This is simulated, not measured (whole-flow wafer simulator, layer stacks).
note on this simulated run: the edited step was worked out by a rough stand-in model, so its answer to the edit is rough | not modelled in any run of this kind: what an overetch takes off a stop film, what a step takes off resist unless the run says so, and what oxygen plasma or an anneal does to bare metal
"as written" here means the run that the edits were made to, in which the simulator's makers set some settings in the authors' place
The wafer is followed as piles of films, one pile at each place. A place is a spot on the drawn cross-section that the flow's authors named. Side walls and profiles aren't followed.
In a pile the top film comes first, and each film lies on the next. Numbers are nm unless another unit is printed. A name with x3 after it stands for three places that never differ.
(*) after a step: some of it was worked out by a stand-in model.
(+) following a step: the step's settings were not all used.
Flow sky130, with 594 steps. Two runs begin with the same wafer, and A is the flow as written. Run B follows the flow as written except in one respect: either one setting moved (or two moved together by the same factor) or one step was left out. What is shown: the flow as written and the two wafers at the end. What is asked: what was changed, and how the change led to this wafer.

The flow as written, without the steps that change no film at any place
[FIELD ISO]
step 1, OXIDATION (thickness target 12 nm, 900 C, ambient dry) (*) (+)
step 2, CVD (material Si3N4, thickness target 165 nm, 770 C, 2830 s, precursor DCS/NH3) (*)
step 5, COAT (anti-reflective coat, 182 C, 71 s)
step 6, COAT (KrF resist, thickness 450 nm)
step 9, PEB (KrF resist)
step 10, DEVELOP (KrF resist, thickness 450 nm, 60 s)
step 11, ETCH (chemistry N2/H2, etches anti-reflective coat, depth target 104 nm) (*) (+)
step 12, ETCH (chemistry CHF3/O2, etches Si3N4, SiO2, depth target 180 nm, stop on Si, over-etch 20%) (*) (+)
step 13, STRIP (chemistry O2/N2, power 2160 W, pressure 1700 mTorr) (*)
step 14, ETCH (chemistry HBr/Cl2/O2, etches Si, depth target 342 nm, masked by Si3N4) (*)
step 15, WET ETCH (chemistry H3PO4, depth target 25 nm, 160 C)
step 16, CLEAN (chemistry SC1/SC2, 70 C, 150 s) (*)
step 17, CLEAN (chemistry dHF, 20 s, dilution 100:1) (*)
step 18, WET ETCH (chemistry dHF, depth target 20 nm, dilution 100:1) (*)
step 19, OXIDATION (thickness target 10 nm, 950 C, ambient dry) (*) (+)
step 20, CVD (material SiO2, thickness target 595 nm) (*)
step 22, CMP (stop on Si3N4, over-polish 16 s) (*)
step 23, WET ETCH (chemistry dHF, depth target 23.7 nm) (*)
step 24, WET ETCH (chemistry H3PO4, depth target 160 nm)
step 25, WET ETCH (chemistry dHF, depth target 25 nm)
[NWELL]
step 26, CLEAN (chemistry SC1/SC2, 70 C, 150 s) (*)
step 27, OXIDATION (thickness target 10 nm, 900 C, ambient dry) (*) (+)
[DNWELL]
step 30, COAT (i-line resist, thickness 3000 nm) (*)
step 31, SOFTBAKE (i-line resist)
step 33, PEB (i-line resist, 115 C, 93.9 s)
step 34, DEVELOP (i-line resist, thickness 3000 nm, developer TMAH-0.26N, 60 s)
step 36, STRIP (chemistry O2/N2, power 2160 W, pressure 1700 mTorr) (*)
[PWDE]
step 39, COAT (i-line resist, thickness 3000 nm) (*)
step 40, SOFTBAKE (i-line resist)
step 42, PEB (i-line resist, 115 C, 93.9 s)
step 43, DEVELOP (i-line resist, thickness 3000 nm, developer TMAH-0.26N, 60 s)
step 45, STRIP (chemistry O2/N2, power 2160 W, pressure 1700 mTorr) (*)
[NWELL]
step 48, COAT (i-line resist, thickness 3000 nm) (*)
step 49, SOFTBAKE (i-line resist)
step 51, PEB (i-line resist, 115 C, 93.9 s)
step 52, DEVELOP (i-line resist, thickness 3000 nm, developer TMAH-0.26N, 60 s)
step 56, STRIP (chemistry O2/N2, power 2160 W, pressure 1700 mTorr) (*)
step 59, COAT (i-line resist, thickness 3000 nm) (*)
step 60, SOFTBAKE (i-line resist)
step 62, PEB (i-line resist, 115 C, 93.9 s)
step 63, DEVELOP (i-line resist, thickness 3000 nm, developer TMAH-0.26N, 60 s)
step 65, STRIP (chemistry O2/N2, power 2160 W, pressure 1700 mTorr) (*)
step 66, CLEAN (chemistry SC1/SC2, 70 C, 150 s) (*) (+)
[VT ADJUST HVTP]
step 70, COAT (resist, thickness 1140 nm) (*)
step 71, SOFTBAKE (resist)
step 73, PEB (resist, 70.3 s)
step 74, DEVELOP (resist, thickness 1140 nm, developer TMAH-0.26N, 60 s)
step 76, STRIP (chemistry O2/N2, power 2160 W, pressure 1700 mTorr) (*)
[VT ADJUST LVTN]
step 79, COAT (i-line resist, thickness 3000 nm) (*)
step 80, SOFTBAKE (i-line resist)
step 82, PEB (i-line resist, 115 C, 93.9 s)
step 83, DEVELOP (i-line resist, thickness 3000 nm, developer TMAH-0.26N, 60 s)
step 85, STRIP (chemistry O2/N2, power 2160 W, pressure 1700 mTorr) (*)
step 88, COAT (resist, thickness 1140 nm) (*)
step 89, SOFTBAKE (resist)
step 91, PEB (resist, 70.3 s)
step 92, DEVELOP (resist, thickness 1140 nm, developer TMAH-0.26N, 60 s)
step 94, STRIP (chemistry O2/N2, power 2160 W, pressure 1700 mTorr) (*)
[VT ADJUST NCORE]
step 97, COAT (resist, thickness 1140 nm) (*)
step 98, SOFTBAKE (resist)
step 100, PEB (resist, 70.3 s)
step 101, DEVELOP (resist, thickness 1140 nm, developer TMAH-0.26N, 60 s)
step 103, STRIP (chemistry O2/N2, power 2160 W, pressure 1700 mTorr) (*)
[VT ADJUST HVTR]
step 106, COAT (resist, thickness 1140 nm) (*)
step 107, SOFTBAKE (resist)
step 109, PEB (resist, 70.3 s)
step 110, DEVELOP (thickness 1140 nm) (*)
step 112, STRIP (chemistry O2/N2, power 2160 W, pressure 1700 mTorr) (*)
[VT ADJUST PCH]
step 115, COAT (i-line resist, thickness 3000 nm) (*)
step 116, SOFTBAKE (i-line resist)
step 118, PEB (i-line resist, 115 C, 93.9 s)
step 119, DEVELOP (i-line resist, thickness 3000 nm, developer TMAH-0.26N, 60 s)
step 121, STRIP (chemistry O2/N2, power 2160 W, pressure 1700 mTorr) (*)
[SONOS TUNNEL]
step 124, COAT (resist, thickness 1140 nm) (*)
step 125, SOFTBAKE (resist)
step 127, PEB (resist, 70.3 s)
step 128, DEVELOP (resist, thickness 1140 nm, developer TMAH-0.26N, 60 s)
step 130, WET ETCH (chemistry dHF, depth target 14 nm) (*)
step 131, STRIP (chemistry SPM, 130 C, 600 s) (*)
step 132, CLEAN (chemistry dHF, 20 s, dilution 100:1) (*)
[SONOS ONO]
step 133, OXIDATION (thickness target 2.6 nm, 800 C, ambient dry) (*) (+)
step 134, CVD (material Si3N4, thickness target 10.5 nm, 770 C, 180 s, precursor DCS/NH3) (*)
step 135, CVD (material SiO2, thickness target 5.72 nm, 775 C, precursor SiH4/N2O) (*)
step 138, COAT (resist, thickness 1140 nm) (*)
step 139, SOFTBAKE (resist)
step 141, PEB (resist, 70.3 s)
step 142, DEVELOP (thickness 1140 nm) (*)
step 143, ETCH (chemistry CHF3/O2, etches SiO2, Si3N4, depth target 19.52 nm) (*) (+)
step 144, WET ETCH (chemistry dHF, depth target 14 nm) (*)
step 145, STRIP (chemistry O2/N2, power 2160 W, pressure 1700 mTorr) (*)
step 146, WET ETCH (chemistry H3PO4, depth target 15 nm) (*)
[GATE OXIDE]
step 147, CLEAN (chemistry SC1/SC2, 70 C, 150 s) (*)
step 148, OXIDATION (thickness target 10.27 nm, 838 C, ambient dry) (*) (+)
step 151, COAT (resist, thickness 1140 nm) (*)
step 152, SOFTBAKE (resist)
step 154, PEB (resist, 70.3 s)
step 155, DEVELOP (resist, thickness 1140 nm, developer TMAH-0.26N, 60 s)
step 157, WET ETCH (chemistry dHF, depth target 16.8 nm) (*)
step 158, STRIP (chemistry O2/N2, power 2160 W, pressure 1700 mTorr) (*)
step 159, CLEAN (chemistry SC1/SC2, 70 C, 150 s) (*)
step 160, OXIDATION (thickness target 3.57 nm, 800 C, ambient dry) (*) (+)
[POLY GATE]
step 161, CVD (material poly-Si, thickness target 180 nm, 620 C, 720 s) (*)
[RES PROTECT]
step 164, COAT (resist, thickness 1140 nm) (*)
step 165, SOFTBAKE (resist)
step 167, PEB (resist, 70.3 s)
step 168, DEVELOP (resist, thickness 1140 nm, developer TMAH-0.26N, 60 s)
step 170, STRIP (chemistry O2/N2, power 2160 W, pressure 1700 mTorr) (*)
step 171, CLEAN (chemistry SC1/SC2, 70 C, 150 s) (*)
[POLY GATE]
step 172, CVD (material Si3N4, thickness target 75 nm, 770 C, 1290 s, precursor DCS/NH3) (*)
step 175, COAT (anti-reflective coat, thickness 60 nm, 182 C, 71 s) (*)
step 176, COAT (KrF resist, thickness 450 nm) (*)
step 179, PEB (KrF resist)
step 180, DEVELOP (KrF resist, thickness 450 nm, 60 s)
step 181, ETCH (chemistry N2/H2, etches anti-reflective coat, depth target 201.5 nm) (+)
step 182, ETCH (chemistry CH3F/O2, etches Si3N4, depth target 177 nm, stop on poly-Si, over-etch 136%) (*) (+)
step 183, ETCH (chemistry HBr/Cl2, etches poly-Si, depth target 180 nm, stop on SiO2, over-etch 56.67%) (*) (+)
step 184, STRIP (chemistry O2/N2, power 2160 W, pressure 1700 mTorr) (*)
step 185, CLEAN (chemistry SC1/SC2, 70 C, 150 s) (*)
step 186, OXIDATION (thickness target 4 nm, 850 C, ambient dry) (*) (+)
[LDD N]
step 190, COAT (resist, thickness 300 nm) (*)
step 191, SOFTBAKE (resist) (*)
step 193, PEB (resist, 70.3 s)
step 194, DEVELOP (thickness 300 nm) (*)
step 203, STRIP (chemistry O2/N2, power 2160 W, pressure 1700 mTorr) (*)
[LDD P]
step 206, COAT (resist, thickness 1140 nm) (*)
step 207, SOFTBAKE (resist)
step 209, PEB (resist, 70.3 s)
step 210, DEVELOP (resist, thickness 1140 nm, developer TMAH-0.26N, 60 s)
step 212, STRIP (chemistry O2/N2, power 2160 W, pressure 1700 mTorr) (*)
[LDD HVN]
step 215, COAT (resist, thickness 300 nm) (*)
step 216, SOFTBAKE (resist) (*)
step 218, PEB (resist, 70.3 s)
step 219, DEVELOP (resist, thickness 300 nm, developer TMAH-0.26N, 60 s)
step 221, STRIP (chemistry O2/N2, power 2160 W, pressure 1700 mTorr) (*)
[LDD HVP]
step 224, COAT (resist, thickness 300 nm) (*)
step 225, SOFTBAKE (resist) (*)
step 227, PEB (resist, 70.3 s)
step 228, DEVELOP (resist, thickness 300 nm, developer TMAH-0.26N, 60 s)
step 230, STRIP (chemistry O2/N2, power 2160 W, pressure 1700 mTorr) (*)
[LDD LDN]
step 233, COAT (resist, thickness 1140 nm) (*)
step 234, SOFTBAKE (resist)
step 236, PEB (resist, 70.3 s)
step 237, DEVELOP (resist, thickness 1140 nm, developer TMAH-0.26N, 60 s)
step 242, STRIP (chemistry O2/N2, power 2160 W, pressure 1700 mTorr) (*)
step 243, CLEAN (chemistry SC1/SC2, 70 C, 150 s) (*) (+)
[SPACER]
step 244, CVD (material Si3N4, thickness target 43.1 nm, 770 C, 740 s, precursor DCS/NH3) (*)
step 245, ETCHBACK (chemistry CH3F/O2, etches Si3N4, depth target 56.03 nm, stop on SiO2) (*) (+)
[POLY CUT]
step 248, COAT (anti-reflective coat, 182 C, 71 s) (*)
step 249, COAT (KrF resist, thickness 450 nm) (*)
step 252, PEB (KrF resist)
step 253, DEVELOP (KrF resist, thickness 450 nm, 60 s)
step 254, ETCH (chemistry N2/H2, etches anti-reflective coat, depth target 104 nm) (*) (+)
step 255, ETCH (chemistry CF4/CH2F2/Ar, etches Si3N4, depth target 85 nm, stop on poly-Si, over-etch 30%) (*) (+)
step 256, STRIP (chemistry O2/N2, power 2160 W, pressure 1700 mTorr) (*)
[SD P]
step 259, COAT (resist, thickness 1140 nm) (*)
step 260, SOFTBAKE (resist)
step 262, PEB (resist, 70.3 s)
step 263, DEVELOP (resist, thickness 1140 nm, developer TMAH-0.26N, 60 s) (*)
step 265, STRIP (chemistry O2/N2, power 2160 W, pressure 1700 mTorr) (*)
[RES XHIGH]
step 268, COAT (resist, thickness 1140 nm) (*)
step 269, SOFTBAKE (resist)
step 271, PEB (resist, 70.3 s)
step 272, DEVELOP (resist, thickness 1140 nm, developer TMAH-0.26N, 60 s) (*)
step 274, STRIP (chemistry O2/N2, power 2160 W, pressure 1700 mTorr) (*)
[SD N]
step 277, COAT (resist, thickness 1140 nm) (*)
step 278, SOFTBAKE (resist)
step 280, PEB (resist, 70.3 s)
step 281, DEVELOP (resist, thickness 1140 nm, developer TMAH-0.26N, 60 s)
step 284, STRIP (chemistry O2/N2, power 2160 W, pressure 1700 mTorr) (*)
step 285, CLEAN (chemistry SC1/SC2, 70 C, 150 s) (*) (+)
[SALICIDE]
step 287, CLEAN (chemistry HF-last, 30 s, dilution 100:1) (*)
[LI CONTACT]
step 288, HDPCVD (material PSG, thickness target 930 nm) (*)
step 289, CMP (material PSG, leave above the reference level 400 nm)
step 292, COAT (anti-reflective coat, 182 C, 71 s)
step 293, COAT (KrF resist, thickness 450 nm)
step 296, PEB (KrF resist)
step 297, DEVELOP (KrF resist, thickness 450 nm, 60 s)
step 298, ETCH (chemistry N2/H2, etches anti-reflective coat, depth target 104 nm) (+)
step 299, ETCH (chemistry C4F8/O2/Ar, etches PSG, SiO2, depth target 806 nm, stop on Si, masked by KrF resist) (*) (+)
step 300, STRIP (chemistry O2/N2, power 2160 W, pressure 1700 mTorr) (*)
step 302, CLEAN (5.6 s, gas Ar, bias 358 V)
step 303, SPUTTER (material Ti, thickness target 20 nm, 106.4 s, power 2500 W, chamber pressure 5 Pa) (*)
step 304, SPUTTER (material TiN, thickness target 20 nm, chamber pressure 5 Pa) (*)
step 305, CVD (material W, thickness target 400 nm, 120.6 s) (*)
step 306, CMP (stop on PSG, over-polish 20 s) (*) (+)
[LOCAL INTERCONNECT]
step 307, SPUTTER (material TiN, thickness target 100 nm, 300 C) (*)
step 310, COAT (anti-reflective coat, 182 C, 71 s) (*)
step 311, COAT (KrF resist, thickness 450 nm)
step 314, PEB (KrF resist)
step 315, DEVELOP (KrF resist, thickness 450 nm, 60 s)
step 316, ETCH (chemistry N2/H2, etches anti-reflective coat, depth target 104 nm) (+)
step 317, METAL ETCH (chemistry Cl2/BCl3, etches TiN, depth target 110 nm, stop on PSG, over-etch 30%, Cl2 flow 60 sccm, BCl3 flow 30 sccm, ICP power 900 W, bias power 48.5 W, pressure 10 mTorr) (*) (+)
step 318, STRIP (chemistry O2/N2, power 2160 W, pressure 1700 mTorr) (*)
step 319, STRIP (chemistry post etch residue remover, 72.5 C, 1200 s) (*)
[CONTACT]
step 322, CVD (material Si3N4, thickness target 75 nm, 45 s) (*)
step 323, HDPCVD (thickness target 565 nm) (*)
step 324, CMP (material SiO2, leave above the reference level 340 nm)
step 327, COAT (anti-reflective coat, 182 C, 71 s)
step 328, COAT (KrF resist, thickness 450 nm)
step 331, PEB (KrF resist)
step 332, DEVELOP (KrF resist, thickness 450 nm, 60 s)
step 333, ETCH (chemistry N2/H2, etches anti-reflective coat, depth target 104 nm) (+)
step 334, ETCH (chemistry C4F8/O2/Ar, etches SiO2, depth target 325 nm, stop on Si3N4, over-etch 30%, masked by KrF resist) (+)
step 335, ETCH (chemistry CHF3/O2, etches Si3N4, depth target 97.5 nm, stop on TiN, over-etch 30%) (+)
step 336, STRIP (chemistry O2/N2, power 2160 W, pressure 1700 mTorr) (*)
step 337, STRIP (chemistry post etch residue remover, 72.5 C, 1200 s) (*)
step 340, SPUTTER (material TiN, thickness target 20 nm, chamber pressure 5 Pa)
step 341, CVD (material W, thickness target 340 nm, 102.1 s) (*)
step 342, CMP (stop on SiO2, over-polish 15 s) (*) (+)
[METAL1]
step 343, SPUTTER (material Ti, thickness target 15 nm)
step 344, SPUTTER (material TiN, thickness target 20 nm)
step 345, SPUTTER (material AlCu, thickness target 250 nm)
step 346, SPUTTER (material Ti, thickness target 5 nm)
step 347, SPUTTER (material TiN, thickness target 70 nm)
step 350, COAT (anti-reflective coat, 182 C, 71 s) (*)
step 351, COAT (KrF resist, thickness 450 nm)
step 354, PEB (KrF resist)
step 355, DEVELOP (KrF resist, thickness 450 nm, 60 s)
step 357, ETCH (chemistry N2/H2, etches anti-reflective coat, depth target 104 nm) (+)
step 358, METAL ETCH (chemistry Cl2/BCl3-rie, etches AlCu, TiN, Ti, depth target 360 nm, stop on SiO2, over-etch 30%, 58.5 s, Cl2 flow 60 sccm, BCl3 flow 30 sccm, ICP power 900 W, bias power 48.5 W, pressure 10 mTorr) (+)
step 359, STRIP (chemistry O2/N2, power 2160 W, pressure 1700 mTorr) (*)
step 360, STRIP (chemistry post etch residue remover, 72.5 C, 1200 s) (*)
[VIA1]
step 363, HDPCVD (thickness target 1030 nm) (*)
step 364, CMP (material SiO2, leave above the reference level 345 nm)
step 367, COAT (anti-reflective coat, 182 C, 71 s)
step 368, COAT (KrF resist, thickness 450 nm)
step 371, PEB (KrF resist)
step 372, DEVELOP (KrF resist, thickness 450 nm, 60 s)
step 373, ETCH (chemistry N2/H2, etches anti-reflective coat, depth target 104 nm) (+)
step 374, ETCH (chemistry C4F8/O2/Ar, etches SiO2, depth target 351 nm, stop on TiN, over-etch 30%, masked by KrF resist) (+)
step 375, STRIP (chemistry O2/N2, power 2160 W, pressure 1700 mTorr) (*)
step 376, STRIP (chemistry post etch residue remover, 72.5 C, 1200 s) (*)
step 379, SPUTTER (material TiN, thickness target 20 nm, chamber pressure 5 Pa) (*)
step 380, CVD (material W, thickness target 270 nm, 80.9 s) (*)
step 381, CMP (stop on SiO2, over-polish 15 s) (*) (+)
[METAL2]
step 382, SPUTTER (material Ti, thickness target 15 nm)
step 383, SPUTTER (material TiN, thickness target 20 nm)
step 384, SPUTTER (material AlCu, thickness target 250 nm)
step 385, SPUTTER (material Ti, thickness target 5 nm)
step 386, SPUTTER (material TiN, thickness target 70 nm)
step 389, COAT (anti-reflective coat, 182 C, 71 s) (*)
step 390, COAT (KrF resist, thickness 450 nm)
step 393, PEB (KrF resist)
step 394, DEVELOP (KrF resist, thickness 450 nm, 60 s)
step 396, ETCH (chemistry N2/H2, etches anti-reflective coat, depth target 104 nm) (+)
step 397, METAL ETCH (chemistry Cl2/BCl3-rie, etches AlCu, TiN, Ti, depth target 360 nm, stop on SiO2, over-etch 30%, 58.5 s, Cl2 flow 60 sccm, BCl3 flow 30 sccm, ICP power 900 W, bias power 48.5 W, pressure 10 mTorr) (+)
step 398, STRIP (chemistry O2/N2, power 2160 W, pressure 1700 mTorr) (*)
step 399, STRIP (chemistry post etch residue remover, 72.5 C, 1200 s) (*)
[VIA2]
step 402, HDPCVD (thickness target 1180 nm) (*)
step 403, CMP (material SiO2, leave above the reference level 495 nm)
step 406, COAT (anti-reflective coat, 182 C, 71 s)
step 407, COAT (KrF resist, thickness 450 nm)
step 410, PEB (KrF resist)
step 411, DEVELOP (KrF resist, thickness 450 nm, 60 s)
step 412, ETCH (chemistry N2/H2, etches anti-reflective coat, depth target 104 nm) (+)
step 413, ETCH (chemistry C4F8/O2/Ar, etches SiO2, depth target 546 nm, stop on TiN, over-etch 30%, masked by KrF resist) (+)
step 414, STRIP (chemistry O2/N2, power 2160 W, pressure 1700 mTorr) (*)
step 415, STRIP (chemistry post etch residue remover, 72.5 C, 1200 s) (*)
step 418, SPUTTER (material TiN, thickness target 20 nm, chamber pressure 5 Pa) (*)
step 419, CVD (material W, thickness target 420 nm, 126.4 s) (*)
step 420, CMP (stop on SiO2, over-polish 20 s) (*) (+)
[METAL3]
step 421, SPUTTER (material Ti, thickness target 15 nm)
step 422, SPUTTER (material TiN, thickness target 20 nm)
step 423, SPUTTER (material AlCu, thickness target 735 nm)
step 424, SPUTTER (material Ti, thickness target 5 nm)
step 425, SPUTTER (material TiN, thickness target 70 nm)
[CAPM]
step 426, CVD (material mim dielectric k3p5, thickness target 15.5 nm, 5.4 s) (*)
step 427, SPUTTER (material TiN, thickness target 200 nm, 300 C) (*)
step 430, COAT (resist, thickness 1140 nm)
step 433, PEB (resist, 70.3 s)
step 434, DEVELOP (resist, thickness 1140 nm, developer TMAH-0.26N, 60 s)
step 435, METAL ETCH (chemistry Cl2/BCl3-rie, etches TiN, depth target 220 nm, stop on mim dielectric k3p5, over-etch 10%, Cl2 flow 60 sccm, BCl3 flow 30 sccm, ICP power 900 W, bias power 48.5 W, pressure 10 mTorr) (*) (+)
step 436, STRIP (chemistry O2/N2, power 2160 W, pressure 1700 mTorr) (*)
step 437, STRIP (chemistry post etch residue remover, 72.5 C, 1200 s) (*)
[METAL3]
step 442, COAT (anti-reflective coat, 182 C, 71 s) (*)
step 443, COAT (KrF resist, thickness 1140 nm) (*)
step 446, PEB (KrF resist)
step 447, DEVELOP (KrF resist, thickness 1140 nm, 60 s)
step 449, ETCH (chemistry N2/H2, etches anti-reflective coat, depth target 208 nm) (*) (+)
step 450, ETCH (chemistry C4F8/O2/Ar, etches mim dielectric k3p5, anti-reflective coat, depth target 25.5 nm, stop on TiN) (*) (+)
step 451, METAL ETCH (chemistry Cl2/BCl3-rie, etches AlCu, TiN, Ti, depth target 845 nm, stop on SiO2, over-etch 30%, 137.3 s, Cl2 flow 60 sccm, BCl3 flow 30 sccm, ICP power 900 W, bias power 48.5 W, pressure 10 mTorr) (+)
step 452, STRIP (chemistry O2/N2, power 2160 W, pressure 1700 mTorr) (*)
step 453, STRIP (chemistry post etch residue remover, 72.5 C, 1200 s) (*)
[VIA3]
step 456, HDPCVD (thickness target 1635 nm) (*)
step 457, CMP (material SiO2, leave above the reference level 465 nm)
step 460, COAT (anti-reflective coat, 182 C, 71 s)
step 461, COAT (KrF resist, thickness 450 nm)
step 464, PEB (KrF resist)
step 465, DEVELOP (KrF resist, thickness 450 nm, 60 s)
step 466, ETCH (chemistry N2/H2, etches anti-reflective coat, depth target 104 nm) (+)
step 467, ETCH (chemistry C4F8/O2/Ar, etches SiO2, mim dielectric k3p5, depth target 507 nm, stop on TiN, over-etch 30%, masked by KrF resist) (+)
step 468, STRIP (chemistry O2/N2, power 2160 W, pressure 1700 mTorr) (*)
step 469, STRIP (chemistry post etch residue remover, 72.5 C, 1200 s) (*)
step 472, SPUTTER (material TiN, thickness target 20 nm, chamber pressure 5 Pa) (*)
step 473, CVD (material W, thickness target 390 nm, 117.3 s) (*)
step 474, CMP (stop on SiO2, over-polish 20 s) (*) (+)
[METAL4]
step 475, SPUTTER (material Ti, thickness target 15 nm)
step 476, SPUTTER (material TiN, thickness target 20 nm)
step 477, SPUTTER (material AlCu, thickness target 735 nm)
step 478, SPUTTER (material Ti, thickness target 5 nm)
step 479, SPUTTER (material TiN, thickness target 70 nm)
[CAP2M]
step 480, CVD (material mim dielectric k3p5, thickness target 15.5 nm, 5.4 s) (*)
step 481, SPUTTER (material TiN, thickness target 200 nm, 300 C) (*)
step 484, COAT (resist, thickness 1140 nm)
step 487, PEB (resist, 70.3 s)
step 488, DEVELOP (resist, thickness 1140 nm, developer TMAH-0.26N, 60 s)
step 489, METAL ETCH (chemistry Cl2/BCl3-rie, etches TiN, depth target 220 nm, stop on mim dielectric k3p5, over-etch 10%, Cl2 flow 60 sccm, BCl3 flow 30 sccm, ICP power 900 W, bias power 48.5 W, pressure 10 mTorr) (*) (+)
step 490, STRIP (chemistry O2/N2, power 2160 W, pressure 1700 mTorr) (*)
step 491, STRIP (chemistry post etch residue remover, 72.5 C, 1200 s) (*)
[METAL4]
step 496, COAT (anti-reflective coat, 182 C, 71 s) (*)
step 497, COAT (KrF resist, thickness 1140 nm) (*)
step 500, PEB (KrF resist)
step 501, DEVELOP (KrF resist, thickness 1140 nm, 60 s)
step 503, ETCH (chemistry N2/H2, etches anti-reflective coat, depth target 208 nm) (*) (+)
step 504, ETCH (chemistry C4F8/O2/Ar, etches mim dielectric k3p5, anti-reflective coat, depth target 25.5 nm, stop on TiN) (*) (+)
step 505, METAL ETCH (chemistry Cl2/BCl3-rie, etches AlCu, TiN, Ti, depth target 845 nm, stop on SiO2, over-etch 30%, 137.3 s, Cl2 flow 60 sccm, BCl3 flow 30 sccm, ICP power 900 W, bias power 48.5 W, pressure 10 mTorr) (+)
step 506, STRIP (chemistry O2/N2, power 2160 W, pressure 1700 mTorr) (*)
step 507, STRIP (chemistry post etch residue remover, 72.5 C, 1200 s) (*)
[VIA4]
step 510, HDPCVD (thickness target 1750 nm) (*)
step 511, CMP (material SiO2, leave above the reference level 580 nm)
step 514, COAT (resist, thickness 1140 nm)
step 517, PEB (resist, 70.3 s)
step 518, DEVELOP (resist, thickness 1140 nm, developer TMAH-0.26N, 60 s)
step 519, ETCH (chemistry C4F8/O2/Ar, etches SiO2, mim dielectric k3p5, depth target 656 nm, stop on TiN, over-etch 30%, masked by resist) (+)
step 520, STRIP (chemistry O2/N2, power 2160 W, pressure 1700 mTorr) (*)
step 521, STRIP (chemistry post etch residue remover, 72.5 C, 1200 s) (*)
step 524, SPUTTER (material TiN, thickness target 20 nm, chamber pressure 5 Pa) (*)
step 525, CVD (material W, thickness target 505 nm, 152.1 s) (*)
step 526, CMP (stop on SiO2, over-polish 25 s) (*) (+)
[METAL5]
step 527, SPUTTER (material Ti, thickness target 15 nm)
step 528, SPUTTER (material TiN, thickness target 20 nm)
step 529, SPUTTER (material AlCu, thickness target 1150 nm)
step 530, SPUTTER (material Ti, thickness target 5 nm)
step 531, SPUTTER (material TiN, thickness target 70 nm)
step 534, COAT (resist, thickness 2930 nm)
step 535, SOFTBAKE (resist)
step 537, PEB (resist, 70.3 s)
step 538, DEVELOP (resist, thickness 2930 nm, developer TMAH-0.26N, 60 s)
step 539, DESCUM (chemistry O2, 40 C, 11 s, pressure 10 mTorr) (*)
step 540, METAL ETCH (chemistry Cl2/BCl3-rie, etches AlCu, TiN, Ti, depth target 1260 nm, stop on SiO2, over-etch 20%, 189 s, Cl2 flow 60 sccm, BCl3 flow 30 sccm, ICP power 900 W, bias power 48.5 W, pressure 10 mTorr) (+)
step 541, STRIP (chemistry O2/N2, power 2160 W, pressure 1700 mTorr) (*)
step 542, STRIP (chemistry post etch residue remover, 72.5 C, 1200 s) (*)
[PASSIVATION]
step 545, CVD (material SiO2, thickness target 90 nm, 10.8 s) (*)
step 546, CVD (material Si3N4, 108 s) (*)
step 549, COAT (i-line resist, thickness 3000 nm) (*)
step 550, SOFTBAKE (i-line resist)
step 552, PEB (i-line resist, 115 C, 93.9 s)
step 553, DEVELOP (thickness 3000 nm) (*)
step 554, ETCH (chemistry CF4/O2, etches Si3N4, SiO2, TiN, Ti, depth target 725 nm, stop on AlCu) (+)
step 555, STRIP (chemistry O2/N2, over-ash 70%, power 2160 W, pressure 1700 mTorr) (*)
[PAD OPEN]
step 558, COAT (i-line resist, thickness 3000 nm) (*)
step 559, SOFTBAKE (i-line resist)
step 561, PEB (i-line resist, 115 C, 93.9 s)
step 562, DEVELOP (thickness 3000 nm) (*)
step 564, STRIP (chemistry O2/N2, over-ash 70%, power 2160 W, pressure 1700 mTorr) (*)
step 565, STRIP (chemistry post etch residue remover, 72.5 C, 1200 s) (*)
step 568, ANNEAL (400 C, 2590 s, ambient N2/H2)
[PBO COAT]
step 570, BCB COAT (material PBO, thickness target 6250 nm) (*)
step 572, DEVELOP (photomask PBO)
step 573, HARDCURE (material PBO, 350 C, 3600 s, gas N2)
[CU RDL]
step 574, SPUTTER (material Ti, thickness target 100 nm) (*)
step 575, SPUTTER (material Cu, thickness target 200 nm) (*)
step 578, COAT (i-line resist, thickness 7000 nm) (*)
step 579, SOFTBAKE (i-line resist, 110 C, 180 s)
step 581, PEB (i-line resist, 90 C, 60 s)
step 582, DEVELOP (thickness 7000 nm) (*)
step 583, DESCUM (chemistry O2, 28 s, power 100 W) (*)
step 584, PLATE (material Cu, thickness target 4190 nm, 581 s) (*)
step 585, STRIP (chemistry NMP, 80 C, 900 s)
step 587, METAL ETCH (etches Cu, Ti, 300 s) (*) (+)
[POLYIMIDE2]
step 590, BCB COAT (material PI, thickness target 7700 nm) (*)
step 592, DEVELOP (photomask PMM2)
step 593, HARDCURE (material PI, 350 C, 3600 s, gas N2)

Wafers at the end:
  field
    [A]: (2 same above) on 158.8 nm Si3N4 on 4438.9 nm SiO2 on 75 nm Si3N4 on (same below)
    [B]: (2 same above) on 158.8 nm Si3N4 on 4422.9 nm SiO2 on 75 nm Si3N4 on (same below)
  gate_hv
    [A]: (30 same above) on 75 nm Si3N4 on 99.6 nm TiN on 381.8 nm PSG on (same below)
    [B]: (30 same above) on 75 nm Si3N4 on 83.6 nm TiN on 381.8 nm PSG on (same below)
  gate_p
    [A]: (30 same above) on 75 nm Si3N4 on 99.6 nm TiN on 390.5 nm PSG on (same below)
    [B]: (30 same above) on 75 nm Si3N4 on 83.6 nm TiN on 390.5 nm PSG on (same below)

Cause: step 307, SPUTTER: thickness target 84 nm was run, while the flow as written has thickness target 100 nm.

Step by step, how the change led to this:
  step 307, SPUTTER (material TiN, thickness target 100 nm, 300 C) (*)
      field, active, n_well and 188 more: A TiN gains 100 (new film) | B TiN gains 84 (new film)
  step 317, METAL ETCH (chemistry Cl2/BCl3, etches TiN, depth target 110 nm, stop on PSG, over-etch 30%, Cl2 flow 60 sccm, BCl3 flow 30 sccm, ICP power 900 W, bias power 48.5 W, pressure 10 mTorr) (*) (+)
      n_well, p_well, gate_hv and 97 more: A KrF resist loses 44 | B KrF resist loses 43
      field, active, gate and 88 more: A TiN loses 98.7 (all of it) | B TiN loses 82.7 (all of it)
  step 324, CMP (material SiO2, leave above the reference level 340 nm)
      field, active, gate and 88 more: A SiO2 loses 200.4 | B SiO2 loses 216.4
